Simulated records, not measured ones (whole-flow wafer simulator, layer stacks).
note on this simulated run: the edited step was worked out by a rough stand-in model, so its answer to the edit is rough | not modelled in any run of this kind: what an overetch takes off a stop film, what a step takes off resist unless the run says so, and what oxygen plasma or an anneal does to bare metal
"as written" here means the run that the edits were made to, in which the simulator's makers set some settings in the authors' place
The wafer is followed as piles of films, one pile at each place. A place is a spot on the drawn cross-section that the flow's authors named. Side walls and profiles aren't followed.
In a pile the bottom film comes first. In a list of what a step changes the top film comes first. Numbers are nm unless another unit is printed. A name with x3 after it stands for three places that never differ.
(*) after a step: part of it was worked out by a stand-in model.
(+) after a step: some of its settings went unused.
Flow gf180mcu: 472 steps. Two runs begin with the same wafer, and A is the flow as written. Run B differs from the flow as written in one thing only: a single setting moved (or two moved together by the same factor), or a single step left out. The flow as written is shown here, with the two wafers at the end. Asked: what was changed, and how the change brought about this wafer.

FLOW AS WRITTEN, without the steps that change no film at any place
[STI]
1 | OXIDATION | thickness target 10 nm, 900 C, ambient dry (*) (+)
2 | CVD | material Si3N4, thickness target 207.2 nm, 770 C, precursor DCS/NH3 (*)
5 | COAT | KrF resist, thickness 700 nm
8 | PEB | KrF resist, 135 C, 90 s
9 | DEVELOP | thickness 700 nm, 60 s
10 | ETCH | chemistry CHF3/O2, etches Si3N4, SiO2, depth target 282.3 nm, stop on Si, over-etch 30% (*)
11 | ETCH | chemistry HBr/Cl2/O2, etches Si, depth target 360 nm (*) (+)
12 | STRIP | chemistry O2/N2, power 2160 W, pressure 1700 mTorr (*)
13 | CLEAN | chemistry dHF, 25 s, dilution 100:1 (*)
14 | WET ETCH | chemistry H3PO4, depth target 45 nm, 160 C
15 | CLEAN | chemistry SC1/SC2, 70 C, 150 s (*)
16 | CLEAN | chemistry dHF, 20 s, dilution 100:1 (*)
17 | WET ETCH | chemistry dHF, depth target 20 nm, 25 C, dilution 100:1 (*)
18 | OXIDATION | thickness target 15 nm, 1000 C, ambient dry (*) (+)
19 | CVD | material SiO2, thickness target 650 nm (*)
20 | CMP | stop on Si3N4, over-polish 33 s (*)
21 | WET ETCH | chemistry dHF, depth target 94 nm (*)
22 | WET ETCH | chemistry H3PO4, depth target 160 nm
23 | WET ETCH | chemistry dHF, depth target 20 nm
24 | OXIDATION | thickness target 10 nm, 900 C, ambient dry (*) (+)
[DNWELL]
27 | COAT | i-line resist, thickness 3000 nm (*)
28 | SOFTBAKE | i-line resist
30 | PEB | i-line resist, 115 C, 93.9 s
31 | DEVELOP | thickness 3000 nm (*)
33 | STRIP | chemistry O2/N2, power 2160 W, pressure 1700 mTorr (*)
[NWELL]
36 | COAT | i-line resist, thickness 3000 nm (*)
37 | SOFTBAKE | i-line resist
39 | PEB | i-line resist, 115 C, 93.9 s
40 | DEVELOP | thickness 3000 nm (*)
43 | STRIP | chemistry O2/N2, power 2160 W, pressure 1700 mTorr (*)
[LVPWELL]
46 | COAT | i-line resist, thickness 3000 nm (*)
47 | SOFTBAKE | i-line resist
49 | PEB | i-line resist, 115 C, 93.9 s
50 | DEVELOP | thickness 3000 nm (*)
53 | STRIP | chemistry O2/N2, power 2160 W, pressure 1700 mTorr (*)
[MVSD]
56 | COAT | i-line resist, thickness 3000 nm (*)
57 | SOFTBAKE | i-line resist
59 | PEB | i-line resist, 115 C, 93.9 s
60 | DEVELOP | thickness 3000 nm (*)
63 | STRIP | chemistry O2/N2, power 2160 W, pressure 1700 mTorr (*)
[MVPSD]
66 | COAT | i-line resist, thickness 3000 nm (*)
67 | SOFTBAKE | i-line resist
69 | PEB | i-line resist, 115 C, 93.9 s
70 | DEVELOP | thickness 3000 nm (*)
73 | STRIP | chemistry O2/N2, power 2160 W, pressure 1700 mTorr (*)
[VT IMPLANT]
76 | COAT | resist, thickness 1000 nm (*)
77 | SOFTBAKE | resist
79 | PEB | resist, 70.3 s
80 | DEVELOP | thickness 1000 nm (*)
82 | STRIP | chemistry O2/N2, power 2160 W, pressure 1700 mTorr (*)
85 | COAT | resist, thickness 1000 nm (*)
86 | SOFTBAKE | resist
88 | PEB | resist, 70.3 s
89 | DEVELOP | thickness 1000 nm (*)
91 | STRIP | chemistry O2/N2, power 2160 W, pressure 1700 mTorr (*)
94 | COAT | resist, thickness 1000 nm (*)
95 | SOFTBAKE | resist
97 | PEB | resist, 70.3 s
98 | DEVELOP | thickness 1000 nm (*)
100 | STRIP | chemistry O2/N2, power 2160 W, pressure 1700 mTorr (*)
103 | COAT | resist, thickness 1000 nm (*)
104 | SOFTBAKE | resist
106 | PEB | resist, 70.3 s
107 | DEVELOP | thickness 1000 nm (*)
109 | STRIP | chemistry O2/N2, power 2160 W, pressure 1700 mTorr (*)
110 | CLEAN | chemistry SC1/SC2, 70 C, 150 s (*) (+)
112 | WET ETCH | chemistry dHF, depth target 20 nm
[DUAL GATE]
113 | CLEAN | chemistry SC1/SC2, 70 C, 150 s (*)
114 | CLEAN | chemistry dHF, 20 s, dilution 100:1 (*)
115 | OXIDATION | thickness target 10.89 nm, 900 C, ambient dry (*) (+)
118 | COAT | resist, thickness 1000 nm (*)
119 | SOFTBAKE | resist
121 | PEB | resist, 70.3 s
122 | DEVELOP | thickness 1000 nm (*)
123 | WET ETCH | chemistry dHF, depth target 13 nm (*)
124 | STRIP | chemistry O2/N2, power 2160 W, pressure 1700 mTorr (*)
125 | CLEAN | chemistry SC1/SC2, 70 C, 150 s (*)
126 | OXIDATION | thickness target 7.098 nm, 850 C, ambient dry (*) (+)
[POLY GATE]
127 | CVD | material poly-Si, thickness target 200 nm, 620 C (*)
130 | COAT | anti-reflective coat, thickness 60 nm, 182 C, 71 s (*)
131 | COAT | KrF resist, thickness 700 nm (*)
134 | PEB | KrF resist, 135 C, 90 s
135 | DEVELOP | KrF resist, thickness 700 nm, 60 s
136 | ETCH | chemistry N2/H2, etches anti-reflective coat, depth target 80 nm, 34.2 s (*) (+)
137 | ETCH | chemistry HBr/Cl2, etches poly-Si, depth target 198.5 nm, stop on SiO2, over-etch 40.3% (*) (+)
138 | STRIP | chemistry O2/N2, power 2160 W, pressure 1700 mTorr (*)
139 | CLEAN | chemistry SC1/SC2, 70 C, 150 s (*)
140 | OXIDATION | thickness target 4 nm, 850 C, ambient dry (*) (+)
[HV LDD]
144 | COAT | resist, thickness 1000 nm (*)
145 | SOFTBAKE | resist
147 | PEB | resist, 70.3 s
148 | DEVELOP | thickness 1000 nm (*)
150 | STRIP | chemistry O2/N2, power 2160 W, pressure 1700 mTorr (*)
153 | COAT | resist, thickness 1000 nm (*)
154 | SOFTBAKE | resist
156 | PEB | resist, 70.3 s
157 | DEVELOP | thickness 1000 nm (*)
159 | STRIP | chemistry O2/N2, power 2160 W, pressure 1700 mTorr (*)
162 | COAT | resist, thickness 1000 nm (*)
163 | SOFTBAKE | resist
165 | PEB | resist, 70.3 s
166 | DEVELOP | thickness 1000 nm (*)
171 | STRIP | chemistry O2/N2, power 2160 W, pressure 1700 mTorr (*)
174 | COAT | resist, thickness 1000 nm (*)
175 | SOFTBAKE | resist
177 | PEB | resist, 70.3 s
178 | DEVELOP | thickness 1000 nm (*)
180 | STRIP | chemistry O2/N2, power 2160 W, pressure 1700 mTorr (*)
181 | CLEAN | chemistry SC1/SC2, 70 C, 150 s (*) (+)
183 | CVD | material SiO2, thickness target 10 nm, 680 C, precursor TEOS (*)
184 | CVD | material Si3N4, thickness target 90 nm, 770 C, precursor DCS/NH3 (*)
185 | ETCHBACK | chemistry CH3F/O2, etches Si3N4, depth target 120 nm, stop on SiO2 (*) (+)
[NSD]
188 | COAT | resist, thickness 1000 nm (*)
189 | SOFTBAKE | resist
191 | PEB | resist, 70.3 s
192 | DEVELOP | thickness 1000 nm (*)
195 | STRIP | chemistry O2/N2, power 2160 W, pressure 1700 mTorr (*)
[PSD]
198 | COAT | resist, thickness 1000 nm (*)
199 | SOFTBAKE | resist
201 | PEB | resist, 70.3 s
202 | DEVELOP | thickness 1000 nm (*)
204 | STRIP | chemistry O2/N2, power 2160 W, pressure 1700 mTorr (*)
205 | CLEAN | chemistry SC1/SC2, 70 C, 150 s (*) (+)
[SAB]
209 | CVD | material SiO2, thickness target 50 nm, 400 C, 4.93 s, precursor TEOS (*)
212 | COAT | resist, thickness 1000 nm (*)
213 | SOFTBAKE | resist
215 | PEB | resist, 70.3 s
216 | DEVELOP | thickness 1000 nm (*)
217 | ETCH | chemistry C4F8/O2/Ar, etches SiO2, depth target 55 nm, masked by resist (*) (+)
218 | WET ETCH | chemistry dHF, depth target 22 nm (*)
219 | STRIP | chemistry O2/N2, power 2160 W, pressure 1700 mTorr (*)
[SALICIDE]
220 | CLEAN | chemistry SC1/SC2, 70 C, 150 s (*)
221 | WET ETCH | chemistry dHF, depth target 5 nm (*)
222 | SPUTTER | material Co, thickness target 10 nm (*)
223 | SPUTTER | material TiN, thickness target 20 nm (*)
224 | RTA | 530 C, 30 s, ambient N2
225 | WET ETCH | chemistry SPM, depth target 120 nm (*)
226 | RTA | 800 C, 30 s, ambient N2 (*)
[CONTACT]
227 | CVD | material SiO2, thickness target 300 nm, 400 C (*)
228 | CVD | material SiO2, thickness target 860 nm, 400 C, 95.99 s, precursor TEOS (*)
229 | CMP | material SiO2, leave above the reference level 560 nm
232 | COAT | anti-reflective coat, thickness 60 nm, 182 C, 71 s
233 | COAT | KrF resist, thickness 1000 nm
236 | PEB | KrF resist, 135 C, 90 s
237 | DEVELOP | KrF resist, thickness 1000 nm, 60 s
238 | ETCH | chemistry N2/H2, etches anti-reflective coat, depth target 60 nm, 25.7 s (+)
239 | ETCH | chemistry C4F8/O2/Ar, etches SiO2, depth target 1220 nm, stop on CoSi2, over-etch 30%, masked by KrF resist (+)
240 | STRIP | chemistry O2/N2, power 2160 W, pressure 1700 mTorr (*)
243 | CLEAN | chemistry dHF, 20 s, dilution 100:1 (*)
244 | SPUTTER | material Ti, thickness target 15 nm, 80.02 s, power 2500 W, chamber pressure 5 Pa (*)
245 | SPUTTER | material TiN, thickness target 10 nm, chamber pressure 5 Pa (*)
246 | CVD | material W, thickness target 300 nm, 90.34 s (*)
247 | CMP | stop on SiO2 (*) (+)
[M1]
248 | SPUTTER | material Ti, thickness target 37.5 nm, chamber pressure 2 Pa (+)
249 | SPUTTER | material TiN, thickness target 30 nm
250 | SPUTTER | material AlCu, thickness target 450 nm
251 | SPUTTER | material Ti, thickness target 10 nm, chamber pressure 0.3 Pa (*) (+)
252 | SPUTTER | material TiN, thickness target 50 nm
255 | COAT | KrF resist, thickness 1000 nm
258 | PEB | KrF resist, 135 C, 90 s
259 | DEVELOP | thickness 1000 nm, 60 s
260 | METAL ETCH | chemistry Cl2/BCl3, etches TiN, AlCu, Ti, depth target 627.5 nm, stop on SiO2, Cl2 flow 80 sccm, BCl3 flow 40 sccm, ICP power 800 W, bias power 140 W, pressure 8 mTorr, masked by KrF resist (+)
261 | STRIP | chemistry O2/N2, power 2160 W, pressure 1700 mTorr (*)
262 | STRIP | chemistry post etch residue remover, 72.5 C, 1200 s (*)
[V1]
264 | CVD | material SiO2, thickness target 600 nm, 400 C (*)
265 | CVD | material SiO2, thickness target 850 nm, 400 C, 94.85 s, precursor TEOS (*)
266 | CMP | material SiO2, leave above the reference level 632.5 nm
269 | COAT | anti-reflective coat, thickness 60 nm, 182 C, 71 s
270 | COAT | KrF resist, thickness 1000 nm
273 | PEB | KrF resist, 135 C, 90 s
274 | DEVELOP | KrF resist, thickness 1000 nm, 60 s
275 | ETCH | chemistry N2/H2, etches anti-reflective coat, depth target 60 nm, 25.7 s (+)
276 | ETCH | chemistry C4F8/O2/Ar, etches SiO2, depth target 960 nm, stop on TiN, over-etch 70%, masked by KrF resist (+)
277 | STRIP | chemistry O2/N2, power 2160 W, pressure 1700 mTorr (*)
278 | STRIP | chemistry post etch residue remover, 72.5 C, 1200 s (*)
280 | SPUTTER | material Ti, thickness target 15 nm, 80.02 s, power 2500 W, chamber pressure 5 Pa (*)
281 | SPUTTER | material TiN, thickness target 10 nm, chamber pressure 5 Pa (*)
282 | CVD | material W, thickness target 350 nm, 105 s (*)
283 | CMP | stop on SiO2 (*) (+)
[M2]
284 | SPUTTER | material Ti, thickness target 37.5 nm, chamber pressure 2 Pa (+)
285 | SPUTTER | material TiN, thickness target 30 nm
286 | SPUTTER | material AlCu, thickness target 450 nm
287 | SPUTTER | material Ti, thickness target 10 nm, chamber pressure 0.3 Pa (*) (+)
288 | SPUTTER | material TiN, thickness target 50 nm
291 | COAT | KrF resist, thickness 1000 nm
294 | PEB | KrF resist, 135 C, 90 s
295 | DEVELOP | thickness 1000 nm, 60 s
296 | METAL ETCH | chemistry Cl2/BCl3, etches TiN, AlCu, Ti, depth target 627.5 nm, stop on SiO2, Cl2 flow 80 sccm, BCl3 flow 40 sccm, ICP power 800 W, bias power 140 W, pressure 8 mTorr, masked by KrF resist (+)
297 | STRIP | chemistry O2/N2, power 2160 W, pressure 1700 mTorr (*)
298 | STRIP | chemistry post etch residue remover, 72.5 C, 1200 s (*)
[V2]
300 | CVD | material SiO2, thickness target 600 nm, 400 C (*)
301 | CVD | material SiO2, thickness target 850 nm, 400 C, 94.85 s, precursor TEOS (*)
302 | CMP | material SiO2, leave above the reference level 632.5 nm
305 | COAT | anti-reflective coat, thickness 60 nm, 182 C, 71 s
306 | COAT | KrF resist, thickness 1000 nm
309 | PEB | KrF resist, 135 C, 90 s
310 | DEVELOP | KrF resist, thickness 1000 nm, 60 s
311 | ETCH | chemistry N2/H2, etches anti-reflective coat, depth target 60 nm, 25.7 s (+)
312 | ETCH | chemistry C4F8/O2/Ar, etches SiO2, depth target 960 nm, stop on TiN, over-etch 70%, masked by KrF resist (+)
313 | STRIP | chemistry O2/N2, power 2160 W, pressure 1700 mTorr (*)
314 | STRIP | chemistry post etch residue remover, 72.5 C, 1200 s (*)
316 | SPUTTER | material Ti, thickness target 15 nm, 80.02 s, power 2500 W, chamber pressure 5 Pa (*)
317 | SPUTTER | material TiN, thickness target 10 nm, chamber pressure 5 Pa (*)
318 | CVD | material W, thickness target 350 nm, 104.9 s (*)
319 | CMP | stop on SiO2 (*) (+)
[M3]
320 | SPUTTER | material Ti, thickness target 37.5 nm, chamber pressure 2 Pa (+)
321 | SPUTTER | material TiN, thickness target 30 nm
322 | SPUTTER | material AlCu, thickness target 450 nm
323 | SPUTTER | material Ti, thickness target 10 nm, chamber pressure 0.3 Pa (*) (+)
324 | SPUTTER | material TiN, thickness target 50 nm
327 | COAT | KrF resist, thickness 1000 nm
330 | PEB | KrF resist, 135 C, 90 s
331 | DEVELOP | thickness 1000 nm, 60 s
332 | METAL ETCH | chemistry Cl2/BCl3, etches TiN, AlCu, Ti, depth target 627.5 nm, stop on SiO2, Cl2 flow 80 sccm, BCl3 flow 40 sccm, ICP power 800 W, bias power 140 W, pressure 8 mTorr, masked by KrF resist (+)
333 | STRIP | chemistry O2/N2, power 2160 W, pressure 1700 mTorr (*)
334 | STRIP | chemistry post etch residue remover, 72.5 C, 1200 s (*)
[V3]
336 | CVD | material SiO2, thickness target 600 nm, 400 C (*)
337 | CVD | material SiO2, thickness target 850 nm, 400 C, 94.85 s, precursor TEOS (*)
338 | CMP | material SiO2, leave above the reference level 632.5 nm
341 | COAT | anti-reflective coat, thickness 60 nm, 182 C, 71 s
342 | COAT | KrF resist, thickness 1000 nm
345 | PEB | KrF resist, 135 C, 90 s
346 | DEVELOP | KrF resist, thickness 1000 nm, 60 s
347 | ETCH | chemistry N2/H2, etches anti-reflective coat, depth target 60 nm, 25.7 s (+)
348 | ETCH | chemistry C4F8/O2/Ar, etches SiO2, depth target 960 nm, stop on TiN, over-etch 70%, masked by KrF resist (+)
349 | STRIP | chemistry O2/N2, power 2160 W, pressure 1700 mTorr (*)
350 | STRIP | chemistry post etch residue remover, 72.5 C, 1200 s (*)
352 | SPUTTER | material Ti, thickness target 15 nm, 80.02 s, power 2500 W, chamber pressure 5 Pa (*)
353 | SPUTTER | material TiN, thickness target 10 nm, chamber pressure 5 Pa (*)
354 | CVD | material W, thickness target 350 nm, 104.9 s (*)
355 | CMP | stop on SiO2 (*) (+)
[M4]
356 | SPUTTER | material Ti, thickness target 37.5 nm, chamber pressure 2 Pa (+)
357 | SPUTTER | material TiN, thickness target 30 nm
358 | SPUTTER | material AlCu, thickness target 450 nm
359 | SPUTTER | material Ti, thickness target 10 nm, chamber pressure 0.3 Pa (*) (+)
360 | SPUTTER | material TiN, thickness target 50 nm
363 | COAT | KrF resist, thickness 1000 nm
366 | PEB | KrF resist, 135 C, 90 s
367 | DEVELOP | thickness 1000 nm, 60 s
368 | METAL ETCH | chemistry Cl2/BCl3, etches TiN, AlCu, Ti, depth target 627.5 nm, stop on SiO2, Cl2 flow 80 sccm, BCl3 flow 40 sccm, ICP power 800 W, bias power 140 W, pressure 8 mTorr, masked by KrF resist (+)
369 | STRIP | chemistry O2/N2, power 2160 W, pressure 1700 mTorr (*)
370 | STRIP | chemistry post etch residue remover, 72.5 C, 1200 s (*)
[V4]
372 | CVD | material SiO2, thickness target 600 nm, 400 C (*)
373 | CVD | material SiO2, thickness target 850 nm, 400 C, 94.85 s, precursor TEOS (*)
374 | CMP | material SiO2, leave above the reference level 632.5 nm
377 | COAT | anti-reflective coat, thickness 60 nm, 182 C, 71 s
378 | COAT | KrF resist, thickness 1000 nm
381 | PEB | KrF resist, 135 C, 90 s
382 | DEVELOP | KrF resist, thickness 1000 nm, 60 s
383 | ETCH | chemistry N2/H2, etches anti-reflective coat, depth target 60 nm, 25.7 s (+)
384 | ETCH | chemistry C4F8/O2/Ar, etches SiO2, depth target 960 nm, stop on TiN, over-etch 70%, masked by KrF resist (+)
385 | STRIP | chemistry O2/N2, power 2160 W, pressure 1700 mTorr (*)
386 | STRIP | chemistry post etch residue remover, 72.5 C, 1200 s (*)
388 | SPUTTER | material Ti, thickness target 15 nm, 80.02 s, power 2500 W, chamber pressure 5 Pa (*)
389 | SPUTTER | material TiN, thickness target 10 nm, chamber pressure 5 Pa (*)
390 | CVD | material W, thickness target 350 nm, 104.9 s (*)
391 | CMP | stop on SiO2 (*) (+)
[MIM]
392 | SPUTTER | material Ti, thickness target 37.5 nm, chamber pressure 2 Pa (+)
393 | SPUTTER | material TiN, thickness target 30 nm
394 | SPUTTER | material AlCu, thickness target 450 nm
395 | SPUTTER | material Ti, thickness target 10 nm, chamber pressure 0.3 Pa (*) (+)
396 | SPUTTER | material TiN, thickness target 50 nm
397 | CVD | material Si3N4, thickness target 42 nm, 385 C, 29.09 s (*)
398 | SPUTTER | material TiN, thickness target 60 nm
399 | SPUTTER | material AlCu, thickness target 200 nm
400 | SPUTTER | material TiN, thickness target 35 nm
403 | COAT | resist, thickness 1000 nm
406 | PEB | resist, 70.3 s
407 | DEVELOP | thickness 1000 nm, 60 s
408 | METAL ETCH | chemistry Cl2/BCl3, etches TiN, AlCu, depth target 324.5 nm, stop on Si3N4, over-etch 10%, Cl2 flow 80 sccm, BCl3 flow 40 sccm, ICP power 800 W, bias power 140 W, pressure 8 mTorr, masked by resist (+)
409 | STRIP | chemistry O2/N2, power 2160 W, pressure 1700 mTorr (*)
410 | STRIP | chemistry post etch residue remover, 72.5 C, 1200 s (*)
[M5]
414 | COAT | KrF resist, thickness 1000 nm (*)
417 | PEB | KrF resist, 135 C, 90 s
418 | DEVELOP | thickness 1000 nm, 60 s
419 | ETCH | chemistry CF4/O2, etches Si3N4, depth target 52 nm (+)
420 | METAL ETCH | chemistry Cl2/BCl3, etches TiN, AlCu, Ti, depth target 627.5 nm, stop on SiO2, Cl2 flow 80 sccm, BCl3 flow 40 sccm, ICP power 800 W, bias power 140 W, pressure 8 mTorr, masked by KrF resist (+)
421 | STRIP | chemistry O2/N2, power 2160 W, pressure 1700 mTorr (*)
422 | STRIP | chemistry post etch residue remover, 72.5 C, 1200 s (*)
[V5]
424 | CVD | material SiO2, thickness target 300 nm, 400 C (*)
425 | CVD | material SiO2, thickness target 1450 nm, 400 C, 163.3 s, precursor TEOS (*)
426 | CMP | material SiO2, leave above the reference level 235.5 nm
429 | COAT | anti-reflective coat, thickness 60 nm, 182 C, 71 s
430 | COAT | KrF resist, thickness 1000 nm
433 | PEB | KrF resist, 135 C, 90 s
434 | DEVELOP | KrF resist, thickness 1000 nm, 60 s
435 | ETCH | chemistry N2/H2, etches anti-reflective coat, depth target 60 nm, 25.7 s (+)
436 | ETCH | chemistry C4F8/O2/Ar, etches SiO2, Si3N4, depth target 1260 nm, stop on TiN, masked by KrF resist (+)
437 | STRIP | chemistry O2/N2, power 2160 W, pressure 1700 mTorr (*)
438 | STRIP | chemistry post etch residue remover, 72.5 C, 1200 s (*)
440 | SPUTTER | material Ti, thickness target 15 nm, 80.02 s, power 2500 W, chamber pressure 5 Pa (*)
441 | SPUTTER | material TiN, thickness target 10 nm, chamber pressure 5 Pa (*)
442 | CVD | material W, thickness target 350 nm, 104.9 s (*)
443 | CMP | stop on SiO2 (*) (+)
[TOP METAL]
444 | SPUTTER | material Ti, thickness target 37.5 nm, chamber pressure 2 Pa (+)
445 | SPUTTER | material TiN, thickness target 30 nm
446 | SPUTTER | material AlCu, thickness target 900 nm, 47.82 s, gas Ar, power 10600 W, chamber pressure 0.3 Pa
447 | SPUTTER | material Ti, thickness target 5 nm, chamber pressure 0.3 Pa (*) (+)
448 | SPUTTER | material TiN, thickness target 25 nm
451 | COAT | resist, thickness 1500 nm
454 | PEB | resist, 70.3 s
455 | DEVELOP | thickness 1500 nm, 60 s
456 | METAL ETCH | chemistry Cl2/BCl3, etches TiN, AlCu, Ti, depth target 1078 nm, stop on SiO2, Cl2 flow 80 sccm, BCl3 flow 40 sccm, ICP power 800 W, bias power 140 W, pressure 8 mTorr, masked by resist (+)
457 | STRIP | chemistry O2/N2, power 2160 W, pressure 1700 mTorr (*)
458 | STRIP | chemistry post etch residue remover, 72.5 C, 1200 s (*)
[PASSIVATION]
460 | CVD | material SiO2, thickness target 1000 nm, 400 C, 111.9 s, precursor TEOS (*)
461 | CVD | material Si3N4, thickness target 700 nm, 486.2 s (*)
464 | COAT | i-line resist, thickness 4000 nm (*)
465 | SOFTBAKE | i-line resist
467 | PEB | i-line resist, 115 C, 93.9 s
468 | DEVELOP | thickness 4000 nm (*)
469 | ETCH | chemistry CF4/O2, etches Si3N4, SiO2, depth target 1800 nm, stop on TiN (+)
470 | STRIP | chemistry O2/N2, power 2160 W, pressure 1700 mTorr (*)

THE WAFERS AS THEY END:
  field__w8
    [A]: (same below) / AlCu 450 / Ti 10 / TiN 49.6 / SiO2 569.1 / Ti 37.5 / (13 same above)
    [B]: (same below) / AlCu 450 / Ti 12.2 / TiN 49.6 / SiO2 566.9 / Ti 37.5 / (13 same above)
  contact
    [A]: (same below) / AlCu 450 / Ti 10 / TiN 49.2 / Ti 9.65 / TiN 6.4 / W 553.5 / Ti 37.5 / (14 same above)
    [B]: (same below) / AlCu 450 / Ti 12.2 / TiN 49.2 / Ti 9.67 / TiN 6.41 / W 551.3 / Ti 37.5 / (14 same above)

What caused this: step 359, SPUTTER: thickness target 12.2 nm was run, while the flow as written has thickness target 10 nm.
One can read it off the wafer: field__w8 has Ti 12.2, and step 359 as written asks for 10 nm.

Step by step, how the change led to this:
  359 | SPUTTER | material Ti, thickness target 10 nm, chamber pressure 0.3 Pa (*) (+)
      field, field__w1, field__w2 and 108 more: A Ti gains 10 (new film) | B Ti gains 12.2 (new film)
  368 | METAL ETCH | chemistry Cl2/BCl3, etches TiN, AlCu, Ti, depth target 627.5 nm, stop on SiO2, Cl2 flow 80 sccm, BCl3 flow 40 sccm, ICP power 800 W, bias power 140 W, pressure 8 mTorr, masked by KrF resist (+)
      field, field__w1, field__w2 and 103 more: A TiN loses 50 (all of it), Ti loses 10 (all of it), AlCu loses 450 (all of it), TiN loses 30 (all of it), Ti loses 37.5 (all of it) | B TiN loses 50 (all of it), Ti loses 12.2 (all of it), AlCu loses 450 (all of it), TiN loses 30 (all of it), Ti loses 37.5 (all of it)
